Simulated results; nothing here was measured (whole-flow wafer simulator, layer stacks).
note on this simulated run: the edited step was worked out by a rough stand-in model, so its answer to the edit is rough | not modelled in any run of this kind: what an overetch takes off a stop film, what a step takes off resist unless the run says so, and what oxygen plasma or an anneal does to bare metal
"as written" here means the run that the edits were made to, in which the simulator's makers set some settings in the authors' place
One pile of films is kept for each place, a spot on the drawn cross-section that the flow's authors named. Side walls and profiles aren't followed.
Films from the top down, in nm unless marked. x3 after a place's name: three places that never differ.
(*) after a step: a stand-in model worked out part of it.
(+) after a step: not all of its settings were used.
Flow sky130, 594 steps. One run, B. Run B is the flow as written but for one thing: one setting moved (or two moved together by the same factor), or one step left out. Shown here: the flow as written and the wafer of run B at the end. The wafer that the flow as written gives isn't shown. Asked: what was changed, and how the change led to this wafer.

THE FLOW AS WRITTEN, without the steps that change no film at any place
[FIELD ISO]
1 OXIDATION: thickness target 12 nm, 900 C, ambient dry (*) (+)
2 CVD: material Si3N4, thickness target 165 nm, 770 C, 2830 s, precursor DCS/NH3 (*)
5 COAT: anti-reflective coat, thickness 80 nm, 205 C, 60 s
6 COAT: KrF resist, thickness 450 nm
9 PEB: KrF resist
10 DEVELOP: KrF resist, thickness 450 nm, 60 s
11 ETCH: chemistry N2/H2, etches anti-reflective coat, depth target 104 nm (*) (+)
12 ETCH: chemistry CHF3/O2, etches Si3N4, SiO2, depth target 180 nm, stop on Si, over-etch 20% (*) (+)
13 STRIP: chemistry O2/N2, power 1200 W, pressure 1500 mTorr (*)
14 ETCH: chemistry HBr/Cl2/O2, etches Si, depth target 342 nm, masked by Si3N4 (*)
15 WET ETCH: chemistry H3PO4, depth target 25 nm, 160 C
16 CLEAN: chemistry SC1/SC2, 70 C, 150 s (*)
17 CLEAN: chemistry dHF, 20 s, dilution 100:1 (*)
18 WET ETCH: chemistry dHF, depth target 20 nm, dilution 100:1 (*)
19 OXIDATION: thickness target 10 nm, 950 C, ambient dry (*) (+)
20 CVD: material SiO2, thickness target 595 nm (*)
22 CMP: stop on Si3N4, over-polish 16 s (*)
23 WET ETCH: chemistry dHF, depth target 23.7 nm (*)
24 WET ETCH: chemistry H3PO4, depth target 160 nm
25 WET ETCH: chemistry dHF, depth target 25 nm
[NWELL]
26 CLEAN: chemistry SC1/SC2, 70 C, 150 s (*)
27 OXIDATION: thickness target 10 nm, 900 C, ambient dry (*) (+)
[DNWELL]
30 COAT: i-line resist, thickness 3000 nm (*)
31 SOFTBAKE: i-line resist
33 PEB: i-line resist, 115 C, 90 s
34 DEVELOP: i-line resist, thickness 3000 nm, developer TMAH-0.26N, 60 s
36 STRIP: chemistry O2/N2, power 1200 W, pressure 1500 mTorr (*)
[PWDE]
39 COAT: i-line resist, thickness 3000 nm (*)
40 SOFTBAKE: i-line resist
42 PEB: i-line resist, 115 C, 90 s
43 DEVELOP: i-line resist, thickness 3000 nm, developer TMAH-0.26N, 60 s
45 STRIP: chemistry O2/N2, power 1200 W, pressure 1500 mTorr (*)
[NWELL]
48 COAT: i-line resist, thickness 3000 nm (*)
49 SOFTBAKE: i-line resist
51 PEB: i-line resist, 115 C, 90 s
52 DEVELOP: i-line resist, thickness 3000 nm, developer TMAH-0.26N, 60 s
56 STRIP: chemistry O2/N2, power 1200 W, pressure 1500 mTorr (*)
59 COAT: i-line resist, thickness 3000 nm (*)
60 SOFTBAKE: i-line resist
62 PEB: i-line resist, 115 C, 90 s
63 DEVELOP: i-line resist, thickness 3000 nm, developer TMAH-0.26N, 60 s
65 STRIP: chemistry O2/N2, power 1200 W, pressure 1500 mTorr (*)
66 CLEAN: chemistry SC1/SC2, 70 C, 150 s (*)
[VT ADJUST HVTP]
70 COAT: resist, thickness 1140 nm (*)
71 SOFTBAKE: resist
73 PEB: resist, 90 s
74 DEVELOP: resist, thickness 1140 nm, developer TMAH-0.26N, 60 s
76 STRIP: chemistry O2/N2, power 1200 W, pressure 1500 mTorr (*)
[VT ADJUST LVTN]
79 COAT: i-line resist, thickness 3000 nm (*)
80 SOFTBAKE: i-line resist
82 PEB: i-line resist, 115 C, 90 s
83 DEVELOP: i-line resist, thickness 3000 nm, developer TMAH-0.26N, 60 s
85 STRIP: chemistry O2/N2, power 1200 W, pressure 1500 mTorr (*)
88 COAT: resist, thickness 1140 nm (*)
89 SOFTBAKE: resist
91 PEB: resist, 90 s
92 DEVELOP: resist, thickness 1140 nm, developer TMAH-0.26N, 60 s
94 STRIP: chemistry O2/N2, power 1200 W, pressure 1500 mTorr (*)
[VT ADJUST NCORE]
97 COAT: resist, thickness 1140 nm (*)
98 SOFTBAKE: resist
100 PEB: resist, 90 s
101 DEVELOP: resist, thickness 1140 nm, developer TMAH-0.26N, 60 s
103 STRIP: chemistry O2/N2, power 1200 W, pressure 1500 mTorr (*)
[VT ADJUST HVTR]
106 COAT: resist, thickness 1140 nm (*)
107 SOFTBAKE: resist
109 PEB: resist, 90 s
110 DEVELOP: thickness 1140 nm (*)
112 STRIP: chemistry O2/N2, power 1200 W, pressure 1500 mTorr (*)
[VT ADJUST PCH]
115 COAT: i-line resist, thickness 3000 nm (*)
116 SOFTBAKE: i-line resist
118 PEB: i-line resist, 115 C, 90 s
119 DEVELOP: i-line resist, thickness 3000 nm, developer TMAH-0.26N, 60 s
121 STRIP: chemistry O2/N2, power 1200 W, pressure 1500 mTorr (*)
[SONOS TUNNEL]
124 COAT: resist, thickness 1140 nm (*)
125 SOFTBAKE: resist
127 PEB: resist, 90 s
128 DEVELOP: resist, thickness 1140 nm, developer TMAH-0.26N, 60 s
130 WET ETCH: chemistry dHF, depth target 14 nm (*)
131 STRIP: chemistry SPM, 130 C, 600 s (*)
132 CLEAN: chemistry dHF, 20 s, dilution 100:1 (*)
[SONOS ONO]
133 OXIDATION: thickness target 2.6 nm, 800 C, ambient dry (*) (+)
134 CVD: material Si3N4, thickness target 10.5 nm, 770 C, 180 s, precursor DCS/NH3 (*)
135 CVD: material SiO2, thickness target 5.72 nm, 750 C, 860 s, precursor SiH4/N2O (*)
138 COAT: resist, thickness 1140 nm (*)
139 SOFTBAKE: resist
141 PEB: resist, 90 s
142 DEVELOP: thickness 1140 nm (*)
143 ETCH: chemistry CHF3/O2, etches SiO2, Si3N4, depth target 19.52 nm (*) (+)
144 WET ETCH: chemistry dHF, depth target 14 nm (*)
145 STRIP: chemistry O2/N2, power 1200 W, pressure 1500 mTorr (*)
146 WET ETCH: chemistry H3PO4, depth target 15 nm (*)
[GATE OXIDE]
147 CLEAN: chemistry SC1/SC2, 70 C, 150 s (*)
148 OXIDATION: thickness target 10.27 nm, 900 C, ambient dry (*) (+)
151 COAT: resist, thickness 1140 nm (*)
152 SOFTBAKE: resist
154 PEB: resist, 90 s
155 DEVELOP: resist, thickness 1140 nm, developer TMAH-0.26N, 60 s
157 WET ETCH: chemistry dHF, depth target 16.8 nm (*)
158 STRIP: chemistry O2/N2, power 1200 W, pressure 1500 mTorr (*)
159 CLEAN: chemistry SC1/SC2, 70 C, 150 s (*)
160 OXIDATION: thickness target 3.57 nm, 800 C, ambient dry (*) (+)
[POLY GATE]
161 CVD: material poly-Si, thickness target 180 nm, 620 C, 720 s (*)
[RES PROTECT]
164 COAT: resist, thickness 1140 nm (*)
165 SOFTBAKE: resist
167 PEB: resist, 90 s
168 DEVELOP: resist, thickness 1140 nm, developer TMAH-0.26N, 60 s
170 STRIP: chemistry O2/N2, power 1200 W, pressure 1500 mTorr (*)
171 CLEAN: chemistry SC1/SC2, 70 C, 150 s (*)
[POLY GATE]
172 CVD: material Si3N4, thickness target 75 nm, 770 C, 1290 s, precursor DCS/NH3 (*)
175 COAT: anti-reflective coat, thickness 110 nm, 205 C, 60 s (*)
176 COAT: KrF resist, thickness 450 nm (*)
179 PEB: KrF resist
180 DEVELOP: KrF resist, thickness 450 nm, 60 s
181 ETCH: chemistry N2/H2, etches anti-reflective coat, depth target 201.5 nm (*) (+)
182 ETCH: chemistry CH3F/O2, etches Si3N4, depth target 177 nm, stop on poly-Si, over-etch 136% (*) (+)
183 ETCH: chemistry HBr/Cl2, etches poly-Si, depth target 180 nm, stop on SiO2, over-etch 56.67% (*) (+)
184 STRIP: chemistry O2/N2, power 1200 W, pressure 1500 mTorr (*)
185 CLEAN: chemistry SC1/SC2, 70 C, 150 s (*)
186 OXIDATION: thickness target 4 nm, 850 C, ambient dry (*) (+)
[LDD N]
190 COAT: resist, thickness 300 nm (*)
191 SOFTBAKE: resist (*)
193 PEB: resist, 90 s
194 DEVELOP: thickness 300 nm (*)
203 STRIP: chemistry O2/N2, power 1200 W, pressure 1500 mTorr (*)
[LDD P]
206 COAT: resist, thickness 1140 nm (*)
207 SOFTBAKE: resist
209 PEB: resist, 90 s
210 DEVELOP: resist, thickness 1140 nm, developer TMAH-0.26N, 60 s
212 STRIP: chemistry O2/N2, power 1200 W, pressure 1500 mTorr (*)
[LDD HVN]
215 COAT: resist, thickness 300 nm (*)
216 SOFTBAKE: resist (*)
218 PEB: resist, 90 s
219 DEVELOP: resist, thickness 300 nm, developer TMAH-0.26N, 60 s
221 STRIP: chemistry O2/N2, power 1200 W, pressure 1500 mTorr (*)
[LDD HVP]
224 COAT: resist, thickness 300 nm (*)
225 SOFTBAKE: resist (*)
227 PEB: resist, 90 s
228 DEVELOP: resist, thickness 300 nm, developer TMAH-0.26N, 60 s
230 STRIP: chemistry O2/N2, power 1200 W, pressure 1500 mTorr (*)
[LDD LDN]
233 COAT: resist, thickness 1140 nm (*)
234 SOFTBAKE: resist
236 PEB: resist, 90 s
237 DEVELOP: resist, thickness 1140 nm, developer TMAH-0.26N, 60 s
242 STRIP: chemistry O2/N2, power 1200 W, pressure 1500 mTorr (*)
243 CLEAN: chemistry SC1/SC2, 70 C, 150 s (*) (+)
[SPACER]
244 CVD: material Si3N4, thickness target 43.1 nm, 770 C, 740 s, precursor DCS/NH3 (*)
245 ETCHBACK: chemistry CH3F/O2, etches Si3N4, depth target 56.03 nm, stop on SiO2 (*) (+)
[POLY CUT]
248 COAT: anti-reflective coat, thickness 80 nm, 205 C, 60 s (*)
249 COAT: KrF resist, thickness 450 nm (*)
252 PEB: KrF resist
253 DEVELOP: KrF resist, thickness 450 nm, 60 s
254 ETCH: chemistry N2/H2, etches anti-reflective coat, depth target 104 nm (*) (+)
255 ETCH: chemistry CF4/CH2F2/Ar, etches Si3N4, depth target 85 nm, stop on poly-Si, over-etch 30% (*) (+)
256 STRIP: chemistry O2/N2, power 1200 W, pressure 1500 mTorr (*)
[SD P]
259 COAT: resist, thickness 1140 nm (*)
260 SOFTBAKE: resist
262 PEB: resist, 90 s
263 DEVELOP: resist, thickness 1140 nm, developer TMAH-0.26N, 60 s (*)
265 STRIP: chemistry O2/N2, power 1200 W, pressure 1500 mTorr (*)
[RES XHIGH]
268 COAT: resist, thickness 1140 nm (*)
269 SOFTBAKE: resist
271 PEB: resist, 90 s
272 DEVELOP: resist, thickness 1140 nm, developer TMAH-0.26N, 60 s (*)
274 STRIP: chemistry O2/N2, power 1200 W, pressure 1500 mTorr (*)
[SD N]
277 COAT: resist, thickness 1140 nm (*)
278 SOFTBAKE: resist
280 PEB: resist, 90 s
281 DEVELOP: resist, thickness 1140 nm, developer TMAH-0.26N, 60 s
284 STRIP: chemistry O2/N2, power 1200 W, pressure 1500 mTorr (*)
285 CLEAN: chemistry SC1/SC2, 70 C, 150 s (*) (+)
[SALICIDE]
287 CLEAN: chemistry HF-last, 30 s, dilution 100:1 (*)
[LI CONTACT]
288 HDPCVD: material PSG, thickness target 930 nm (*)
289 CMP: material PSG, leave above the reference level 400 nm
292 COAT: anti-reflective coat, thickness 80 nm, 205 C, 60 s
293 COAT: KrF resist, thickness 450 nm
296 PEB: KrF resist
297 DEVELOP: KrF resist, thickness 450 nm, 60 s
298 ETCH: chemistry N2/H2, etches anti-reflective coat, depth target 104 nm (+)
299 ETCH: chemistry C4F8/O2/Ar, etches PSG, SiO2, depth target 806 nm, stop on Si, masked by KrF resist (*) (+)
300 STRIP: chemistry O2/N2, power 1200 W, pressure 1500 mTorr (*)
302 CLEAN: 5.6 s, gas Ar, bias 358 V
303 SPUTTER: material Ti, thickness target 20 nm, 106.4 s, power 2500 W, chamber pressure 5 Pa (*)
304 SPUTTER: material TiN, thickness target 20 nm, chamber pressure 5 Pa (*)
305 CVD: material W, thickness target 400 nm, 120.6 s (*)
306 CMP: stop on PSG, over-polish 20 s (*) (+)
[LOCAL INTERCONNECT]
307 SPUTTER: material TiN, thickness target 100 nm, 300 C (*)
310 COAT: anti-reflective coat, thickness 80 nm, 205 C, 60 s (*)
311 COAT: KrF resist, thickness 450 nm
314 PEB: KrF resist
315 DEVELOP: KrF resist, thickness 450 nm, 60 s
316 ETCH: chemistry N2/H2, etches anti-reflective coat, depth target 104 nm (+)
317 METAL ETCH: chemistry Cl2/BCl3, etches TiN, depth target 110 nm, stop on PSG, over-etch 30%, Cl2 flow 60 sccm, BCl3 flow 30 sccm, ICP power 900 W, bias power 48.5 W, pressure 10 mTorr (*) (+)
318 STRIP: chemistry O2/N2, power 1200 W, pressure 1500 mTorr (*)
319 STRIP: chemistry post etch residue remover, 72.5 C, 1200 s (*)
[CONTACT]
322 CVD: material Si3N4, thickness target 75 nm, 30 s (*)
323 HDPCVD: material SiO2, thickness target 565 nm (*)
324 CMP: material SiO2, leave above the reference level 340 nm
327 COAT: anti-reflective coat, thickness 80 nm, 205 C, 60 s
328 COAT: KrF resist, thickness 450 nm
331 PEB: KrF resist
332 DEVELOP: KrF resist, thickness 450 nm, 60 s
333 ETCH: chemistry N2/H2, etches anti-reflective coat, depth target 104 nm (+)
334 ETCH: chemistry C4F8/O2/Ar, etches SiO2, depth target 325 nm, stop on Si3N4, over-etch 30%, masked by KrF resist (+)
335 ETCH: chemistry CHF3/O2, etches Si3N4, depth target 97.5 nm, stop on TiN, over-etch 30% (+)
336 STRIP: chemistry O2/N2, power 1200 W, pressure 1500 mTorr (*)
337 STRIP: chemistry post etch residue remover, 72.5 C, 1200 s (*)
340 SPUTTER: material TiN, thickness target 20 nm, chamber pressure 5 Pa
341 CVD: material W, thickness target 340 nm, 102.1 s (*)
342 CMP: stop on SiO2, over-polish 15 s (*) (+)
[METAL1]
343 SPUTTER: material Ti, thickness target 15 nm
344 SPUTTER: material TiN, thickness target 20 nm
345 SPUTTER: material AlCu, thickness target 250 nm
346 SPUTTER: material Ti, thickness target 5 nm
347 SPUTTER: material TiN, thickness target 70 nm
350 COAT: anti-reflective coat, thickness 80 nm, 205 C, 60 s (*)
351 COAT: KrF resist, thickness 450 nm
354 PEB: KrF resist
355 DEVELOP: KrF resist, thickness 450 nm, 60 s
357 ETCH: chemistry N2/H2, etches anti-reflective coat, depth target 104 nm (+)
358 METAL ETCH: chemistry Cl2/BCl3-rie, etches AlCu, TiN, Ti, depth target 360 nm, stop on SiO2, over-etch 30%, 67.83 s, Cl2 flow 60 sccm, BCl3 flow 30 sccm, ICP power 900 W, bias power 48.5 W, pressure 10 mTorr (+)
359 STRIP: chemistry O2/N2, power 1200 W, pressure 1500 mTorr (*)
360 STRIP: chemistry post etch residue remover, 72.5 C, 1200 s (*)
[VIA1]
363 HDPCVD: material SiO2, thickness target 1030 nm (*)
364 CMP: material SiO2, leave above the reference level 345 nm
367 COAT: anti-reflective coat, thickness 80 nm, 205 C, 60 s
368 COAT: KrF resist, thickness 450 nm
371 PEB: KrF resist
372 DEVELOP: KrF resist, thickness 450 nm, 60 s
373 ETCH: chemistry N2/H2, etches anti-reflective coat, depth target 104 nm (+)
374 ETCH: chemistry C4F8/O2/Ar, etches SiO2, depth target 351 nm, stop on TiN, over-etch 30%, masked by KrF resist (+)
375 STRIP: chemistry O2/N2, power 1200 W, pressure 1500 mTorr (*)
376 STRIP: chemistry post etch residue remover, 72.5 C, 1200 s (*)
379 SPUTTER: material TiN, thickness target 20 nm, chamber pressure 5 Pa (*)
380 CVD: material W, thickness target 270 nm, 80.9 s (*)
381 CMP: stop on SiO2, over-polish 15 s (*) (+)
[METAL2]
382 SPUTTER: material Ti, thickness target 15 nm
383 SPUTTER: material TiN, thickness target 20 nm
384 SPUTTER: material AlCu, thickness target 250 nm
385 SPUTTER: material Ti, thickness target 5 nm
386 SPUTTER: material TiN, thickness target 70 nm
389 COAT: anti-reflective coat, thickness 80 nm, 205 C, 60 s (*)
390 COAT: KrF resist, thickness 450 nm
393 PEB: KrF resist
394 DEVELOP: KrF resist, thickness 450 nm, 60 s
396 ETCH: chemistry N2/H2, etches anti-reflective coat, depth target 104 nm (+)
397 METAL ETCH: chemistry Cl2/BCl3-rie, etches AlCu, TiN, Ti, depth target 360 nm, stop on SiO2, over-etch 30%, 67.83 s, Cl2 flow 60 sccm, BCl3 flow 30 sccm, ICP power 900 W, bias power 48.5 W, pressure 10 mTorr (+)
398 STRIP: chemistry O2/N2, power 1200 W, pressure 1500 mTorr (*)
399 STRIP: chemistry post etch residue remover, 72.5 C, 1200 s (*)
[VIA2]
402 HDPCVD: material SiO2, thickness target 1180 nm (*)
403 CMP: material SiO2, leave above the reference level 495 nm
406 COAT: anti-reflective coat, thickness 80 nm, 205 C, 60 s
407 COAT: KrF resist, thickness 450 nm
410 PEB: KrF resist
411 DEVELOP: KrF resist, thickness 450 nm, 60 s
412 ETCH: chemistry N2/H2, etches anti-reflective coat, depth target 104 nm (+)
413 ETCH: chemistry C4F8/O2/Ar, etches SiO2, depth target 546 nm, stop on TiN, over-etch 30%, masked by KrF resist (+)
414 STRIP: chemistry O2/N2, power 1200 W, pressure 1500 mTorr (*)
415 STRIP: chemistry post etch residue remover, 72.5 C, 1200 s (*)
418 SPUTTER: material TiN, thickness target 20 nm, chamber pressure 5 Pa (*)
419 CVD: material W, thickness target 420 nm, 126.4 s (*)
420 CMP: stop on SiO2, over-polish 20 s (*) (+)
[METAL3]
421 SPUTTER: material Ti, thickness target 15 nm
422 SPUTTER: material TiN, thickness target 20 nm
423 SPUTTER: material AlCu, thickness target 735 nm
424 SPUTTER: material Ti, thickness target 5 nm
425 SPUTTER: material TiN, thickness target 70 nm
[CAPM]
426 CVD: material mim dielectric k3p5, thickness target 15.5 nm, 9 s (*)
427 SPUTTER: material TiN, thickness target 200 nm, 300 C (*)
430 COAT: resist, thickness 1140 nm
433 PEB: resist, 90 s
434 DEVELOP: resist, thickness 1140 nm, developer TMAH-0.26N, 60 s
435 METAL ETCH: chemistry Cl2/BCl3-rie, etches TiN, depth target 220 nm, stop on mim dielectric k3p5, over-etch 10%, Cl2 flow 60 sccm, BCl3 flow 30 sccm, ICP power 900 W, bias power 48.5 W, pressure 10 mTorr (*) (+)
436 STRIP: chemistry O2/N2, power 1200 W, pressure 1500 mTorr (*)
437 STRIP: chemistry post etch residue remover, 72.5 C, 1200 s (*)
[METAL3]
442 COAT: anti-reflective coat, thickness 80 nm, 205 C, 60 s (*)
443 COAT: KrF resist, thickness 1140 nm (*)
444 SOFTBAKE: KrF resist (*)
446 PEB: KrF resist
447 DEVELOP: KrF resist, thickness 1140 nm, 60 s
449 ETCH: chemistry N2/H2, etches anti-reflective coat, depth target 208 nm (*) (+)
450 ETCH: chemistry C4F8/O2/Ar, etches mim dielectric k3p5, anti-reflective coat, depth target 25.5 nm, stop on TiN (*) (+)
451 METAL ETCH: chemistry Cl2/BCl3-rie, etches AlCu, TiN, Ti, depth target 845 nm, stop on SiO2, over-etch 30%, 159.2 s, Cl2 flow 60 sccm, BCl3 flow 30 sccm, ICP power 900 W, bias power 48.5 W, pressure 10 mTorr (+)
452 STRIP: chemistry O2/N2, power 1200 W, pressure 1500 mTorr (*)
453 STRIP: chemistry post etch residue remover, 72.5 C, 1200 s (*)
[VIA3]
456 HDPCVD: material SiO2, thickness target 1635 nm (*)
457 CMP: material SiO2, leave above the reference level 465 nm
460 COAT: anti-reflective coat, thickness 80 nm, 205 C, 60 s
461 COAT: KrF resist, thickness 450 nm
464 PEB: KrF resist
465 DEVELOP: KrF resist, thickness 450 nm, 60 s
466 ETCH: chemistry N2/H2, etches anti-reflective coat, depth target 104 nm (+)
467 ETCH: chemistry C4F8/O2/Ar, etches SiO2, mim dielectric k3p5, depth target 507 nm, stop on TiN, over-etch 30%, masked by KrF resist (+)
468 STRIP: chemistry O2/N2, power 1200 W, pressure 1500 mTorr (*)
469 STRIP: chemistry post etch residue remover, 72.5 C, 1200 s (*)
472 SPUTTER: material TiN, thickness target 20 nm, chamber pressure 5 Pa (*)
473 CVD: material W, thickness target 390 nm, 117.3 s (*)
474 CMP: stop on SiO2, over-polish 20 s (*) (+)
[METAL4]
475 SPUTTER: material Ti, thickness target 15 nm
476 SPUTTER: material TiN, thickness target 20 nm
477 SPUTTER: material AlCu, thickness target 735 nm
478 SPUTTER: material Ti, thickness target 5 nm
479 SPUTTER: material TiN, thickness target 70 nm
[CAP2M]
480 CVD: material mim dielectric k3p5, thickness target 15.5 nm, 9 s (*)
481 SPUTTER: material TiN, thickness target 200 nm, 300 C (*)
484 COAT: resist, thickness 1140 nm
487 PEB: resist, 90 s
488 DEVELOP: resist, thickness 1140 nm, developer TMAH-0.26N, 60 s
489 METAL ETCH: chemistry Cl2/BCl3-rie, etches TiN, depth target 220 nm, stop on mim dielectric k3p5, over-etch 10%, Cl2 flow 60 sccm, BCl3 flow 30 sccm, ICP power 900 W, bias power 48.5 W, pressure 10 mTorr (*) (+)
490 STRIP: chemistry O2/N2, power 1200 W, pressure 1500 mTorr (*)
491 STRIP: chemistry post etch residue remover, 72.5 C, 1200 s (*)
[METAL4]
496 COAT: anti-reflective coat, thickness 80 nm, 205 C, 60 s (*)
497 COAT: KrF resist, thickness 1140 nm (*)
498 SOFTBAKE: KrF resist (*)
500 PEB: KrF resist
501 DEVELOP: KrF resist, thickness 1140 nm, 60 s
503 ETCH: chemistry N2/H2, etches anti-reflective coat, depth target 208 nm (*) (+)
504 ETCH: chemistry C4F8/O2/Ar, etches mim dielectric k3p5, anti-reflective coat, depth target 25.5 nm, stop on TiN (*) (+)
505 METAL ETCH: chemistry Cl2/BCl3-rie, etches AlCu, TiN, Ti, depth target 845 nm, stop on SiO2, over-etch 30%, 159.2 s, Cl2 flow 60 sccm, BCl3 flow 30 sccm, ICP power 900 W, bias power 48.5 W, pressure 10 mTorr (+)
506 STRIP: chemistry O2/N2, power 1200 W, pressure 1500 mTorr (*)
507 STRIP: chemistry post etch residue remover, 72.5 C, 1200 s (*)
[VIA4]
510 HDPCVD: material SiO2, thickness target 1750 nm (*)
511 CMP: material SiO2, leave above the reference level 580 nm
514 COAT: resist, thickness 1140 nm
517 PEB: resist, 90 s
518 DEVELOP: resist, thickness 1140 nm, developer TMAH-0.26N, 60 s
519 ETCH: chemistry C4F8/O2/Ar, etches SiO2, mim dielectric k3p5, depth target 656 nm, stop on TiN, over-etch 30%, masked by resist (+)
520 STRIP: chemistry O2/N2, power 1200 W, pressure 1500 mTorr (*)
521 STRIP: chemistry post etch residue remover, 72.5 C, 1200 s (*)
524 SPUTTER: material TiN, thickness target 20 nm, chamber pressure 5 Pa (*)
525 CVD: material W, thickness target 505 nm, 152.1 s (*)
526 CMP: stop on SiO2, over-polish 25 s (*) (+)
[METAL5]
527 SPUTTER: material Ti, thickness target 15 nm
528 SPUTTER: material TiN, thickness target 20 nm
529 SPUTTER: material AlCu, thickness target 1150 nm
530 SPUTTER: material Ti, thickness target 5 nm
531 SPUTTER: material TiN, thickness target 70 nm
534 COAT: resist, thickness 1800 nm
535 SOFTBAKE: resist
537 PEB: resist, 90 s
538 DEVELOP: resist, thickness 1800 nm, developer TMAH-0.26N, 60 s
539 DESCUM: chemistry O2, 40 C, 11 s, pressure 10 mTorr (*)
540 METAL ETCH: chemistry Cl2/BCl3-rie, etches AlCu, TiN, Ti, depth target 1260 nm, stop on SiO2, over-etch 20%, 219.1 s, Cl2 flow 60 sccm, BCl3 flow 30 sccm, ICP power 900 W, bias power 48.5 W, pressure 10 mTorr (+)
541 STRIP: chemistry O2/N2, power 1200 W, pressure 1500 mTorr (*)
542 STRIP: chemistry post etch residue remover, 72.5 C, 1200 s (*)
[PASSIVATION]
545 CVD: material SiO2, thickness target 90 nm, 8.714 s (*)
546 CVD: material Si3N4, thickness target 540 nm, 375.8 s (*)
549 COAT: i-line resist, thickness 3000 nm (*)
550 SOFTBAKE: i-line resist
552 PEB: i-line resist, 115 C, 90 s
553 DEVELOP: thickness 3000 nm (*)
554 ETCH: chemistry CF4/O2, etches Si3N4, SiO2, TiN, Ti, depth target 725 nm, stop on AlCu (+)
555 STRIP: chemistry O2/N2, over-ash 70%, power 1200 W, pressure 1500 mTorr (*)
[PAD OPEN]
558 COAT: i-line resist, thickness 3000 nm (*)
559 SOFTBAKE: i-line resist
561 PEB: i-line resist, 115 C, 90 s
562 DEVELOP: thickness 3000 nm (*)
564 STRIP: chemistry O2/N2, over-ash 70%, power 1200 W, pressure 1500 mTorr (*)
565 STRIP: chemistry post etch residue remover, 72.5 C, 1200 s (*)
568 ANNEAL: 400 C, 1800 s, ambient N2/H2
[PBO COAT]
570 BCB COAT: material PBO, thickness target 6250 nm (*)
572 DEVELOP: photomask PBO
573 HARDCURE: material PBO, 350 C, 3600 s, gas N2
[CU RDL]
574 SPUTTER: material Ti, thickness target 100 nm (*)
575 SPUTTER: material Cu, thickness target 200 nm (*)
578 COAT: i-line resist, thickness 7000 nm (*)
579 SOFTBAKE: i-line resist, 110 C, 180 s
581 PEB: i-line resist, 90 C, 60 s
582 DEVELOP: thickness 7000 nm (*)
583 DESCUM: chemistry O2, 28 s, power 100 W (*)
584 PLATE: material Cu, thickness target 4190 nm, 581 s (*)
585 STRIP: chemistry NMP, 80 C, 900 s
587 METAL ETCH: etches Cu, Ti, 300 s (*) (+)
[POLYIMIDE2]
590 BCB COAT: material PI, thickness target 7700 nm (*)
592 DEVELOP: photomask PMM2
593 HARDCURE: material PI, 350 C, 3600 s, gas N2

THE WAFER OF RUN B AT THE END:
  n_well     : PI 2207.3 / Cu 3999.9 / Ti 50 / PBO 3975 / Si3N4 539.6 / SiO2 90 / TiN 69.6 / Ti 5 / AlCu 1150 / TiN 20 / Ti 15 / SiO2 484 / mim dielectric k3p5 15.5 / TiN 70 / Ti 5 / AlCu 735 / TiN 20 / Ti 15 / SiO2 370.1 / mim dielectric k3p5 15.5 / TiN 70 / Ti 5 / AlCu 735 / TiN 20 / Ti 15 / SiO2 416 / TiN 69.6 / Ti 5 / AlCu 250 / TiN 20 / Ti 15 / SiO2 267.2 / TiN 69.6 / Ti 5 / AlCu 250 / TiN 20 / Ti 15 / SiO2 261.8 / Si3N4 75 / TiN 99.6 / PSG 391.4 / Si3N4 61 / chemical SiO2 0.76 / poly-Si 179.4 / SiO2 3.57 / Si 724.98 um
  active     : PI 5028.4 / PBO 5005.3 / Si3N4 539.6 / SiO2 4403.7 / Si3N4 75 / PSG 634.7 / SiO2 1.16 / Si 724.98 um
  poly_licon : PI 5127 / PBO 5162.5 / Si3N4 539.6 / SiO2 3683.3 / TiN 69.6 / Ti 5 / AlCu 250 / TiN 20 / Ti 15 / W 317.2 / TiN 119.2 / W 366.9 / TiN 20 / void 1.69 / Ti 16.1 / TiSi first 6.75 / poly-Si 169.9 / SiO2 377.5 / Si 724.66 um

The cause: step 574, SPUTTER: thickness target 50 nm was run, where the flow has thickness target 100 nm.
It can be read off the wafer: n_well has Ti 50, and step 574 as written asks for 100 nm.

How the change led to this, step by step:
  574 SPUTTER: material Ti, thickness target 100 nm (*)
      field, active, n_well and 190 more: Ti +50 (new film) (as written it would be: Ti +100 (new film))
  587 METAL ETCH: etches Cu, Ti, 300 s (*) (+)
      field, active, gate and 167 more: Cu -200 (all of it), Ti -50 (all of it) (as written it would be: Cu -200 (all of it), Ti -100 (all of it))
  590 BCB COAT: material PI, thickness target 7700 nm (*)
      de16_gate_nw: PI +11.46 um (new film) (as written it would be: PI +11.5 um (new film))
